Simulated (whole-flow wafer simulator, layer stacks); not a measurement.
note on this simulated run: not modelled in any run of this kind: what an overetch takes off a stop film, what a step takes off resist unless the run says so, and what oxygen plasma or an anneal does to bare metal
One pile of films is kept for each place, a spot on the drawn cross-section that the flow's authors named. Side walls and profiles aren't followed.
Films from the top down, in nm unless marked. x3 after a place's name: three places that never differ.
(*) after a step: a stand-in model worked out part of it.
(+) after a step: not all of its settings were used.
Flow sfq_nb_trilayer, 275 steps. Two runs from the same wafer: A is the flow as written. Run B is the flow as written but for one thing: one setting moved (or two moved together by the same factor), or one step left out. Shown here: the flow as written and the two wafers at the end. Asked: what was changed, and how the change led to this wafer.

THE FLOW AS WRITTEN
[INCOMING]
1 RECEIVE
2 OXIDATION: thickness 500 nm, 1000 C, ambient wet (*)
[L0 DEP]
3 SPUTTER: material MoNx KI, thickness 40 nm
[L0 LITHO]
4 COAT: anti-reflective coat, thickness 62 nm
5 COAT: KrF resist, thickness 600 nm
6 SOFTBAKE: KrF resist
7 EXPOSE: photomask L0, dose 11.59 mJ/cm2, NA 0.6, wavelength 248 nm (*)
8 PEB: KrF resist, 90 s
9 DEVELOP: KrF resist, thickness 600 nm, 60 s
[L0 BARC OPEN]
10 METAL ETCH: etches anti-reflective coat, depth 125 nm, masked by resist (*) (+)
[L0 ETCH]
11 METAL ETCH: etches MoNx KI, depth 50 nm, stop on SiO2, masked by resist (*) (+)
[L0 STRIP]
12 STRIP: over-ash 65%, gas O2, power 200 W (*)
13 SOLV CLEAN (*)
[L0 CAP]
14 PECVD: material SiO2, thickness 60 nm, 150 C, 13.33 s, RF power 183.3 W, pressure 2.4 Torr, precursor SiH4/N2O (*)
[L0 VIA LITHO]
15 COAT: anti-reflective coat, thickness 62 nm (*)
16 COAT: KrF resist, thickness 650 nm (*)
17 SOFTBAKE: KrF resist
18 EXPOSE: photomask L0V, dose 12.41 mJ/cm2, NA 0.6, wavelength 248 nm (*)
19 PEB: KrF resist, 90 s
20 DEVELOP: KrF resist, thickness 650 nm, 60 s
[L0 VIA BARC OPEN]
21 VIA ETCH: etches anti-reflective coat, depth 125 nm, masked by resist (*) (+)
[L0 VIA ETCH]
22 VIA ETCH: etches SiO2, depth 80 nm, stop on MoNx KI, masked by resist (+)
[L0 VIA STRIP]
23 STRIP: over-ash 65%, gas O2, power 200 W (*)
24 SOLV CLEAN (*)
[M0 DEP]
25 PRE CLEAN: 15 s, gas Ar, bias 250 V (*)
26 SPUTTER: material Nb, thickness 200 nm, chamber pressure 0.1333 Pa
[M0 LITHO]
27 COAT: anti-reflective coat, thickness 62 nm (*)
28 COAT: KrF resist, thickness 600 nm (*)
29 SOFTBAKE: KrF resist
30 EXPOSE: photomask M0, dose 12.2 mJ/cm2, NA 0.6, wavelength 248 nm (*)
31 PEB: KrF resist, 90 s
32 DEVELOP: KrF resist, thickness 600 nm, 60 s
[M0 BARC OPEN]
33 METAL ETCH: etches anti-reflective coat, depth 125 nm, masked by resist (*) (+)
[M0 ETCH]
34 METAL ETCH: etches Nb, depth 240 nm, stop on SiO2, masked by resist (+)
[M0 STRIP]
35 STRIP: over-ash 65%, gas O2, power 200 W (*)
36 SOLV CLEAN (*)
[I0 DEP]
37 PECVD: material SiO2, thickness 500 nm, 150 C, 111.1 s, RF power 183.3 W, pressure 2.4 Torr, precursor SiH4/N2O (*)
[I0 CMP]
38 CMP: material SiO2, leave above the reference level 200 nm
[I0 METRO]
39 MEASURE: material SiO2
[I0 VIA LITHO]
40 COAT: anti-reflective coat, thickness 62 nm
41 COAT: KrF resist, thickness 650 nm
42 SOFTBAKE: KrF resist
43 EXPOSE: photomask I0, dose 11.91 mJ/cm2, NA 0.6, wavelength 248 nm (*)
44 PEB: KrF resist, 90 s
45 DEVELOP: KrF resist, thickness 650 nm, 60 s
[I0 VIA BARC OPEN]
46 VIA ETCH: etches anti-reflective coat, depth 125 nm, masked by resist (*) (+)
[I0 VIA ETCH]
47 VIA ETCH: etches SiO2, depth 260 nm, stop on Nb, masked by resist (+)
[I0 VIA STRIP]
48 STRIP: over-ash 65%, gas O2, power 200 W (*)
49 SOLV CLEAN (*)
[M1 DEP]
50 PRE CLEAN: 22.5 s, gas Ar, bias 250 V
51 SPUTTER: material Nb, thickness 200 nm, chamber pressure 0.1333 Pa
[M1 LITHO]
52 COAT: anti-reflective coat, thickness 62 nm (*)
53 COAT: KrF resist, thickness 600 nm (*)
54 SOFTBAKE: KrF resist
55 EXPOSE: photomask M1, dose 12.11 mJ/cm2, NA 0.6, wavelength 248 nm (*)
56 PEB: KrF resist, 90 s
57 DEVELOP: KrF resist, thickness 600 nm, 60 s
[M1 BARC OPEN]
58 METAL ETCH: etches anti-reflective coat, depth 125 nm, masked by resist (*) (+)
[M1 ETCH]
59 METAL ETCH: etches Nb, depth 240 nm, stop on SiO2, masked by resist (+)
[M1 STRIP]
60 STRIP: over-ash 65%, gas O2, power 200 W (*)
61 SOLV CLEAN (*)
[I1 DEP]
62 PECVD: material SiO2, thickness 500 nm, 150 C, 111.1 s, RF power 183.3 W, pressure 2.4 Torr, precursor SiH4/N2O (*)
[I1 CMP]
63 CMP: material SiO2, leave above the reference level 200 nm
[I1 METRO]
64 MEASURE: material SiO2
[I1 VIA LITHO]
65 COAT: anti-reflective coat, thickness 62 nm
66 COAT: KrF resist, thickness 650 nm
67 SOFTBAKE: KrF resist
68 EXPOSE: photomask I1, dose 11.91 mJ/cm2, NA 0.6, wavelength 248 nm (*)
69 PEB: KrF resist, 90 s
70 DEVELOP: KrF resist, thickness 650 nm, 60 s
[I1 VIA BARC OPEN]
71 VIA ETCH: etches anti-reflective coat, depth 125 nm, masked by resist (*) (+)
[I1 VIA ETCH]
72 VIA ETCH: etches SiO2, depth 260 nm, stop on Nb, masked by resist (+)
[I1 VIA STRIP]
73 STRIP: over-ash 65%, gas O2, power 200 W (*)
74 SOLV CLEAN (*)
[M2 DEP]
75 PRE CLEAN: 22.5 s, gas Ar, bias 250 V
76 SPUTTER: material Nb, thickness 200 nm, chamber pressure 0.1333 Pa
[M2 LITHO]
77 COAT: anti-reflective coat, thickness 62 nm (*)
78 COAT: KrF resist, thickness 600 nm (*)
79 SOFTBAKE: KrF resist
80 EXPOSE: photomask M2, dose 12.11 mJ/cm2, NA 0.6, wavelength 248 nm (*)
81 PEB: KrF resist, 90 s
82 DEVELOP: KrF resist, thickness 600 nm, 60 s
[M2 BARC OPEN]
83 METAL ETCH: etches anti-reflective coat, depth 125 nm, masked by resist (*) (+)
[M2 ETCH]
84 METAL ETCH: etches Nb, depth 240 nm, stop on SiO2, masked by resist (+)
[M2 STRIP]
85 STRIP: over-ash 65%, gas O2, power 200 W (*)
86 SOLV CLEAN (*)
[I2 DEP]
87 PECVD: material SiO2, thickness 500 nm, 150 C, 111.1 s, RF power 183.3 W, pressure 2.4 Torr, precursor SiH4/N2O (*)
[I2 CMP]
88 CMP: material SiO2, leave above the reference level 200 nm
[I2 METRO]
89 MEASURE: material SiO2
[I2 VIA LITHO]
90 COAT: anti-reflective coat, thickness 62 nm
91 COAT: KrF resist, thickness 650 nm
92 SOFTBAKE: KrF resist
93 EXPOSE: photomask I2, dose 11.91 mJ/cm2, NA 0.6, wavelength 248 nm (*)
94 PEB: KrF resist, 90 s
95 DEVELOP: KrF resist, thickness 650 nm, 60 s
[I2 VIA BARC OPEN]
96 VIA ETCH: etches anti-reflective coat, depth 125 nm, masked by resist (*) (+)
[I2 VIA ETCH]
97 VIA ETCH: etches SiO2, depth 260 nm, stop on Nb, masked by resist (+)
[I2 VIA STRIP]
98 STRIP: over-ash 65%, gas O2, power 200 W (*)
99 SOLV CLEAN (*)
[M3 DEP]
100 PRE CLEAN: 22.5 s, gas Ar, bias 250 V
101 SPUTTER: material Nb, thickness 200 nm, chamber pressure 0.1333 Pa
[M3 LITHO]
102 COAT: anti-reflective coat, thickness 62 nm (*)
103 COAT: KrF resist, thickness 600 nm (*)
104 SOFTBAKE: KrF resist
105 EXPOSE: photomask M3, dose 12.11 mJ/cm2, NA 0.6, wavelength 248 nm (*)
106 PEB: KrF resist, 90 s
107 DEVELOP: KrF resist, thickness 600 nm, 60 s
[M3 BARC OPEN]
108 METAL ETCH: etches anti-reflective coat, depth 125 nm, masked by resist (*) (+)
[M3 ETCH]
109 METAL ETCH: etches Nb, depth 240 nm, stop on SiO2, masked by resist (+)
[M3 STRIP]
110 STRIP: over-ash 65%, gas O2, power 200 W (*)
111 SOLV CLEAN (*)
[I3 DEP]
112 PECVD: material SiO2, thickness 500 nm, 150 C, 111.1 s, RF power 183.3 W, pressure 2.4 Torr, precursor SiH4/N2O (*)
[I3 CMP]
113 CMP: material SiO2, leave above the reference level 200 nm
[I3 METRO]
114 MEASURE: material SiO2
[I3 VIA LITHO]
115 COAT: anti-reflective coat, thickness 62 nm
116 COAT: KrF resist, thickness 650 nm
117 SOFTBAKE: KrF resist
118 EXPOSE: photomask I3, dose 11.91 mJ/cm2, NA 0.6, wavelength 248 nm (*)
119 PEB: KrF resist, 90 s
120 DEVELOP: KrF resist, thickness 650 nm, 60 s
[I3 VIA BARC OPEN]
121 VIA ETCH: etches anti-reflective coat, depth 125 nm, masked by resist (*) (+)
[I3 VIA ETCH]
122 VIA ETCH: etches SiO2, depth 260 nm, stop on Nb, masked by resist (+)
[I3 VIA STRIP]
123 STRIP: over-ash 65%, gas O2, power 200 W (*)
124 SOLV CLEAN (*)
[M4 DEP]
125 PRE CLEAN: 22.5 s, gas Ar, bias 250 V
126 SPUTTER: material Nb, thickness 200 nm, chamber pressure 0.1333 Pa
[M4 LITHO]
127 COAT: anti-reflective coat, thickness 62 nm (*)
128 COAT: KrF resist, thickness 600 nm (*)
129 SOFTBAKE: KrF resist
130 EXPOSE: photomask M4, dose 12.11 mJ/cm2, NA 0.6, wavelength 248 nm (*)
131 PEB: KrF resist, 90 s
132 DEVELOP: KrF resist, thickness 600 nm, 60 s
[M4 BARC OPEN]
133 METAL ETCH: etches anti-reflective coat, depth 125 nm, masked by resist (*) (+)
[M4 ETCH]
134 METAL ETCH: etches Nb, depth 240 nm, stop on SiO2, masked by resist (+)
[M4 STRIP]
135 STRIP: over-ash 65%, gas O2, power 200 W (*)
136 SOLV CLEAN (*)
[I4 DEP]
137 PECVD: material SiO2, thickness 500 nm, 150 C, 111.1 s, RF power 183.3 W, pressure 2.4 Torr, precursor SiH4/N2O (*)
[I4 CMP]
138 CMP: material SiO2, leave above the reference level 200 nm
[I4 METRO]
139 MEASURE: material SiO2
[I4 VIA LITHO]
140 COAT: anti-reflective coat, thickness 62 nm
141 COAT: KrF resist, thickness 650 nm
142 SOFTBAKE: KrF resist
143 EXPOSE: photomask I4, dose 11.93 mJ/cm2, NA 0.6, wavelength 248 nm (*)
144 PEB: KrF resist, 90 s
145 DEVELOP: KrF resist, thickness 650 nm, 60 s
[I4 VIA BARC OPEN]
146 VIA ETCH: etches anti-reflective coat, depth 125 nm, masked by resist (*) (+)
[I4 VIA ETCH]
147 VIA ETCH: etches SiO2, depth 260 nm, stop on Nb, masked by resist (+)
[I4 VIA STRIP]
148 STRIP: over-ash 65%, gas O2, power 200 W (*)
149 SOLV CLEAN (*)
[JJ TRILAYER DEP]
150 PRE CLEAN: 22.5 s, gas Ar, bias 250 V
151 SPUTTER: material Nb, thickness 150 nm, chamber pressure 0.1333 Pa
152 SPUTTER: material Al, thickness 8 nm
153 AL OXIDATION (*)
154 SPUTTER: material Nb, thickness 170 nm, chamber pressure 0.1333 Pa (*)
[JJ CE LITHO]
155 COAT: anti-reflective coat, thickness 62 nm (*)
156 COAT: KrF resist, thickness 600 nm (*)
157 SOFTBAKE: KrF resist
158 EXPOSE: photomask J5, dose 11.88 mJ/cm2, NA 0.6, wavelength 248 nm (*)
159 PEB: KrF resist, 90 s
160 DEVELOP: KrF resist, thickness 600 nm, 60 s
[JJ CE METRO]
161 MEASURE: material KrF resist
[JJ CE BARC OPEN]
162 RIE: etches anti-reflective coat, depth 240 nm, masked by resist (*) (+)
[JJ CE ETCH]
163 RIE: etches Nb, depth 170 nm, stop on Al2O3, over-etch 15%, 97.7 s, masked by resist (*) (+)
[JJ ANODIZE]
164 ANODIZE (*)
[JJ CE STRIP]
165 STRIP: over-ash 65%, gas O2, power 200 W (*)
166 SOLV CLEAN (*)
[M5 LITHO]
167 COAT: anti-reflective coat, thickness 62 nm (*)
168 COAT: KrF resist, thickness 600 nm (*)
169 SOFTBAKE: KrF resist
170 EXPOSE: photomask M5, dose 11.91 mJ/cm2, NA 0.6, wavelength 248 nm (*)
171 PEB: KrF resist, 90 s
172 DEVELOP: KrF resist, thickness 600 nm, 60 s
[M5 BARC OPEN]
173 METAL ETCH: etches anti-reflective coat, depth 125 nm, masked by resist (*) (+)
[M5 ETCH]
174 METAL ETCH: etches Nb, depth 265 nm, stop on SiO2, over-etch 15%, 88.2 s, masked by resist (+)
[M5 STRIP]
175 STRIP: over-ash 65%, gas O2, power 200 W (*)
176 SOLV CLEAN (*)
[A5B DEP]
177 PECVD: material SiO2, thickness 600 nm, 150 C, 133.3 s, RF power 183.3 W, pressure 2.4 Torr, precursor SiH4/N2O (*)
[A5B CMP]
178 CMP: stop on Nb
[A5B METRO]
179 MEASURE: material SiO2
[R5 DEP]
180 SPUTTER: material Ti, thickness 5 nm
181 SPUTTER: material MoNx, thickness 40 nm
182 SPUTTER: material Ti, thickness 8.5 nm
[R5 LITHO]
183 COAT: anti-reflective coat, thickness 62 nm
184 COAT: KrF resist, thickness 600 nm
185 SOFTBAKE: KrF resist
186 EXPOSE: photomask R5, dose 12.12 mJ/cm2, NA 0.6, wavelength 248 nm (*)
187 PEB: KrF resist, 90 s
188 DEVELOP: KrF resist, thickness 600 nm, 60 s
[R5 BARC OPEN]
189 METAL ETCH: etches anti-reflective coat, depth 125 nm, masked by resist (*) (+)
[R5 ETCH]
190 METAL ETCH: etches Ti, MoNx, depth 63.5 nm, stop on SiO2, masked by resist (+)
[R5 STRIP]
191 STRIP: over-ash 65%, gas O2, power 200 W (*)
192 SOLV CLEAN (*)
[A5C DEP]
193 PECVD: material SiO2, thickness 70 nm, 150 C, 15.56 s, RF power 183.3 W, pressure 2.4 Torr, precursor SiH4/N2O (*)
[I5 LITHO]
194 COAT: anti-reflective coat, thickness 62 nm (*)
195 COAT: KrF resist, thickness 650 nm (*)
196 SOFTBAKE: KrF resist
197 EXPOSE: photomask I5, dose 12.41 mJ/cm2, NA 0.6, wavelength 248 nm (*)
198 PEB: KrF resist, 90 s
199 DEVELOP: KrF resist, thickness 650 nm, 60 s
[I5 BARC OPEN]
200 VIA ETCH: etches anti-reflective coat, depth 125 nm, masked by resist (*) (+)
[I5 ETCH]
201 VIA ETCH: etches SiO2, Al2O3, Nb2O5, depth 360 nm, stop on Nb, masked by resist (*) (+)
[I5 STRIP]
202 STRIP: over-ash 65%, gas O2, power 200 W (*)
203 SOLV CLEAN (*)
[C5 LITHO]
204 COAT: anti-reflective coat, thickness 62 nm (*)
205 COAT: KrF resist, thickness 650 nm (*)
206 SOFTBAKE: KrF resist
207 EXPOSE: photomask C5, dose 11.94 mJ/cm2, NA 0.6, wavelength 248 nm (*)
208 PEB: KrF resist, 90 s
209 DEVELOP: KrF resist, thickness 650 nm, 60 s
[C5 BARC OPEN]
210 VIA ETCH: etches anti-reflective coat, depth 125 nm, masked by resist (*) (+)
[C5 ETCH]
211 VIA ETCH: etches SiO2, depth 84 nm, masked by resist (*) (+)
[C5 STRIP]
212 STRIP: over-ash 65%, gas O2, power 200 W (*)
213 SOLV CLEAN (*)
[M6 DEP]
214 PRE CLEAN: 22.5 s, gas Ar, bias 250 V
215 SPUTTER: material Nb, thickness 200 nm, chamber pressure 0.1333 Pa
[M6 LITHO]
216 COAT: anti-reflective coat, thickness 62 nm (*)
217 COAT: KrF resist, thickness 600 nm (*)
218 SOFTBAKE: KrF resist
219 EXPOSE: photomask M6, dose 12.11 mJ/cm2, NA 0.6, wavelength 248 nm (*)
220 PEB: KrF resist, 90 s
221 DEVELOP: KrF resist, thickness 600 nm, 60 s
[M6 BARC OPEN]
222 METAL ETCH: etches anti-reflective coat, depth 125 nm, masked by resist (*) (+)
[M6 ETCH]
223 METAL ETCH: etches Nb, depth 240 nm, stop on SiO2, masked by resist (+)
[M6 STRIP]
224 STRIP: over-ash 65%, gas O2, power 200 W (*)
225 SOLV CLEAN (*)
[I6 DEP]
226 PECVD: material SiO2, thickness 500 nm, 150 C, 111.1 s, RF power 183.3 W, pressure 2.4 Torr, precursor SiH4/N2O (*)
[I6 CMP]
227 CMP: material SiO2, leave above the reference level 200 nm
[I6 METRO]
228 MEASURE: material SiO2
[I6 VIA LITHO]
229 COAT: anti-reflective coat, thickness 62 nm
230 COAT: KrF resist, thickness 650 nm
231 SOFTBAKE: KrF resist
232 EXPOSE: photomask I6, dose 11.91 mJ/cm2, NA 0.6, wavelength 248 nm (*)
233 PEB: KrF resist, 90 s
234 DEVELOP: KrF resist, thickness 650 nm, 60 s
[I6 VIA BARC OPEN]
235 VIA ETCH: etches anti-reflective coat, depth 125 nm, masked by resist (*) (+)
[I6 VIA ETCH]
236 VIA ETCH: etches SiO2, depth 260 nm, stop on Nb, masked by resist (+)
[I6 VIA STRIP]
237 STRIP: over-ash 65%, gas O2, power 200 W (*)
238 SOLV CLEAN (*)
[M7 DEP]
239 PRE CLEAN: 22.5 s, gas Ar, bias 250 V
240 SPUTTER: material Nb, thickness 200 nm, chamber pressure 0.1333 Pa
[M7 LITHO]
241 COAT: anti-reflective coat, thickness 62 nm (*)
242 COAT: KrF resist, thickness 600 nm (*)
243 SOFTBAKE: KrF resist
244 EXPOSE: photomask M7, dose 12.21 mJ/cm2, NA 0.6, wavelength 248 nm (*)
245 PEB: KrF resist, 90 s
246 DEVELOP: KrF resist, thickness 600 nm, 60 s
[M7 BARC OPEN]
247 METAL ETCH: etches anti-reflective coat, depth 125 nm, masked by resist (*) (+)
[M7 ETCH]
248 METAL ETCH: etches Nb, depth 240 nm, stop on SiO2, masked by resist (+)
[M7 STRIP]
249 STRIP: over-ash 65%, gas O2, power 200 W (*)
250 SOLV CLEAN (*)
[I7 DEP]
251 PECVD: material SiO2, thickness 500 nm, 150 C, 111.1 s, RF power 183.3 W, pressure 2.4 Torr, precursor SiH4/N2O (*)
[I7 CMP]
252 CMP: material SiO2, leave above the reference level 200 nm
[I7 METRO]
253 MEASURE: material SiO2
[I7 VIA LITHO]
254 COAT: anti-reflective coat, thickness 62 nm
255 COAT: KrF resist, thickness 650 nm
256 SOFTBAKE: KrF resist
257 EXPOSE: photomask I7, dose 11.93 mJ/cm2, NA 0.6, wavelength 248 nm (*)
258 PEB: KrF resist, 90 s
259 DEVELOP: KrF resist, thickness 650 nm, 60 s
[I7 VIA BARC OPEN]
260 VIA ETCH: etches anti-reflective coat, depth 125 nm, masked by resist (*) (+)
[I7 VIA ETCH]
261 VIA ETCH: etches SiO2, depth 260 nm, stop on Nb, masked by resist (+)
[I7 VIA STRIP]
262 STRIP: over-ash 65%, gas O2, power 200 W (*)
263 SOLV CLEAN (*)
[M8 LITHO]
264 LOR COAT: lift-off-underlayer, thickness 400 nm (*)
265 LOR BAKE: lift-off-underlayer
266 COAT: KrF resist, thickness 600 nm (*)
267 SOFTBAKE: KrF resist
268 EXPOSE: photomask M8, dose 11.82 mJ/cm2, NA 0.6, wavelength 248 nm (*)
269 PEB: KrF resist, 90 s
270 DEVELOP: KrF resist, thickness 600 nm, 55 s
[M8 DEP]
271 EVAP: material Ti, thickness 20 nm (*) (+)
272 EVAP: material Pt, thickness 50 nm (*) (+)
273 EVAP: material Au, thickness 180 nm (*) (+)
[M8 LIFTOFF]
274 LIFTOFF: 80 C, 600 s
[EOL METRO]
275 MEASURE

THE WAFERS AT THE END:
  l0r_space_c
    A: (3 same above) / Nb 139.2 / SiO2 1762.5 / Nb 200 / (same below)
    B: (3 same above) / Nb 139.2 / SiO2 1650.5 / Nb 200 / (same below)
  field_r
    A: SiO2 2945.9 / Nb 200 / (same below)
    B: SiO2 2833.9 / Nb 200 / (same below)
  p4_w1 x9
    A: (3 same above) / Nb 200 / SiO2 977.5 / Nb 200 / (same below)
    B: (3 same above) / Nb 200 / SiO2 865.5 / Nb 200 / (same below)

The cause: step 38, CMP: leave above the reference level 88 nm was run, where the flow has leave above the reference level 200 nm.

How the change led to this, step by step:
  38 CMP: material SiO2, leave above the reference level 200 nm
      v_sur, via_wl, via_w and 94 more: A SiO2 -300 | B SiO2 -412
      field_l, l0_sur, l0r_line_l, l0r_line_c, l0r_line_r: A SiO2 -340 | B SiO2 -452
      (and at 4 more places)
  47 VIA ETCH: etches SiO2, depth 260 nm, stop on Nb, masked by resist (+)
      field_l, v_sur, via_wl and 102 more: A KrF resist -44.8 | B KrF resist -22.7
      via_w: A SiO2 -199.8 (all of it) | B SiO2 -87.8 (all of it)
  48 STRIP: over-ash 65%, gas O2, power 200 W (*)
      field_l, v_sur, via_wl and 102 more: A KrF resist -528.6 (all of it), anti-reflective coat -62 (all of it) | B KrF resist -550.7 (all of it), anti-reflective coat -62 (all of it)
  51 SPUTTER: material Nb, thickness 200 nm, chamber pressure 0.1333 Pa
      via_w: A Nb +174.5 | B Nb +196.5
  52 COAT: anti-reflective coat, thickness 62 nm (*)
      v_sur: A anti-reflective coat +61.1 (new film) | B anti-reflective coat +58.1 (new film)
      via_wl: A anti-reflective coat +33.8 (new film) | B anti-reflective coat +39.5 (new film)
      (and at 2 more places)
  53 COAT: KrF resist, thickness 600 nm (*)
      v_sur: A KrF resist +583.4 (new film) | B KrF resist +595.7 (new film)
      via_w: A KrF resist +731.8 (new film) | B KrF resist +641.8 (new film)
  60 STRIP: over-ash 65%, gas O2, power 200 W (*)
      v_sur: A KrF resist -365.9 (all of it), anti-reflective coat -61.1 (all of it) | B KrF resist -378.1 (all of it), anti-reflective coat -58.1 (all of it)
      via_wl: A KrF resist -385.5 (all of it), anti-reflective coat -33.8 (all of it) | B KrF resist -393.5 (all of it), anti-reflective coat -39.5 (all of it)
      (and at 3 more places)
  62 PECVD: material SiO2, thickness 500 nm, 150 C, 111.1 s, RF power 183.3 W, pressure 2.4 Torr, precursor SiH4/N2O (*)
      via_w: A SiO2 +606 (new film) | B SiO2 +500 (new film)
  63 CMP: material SiO2, leave above the reference level 200 nm
      via_w: A SiO2 -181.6 | B SiO2 -209.5
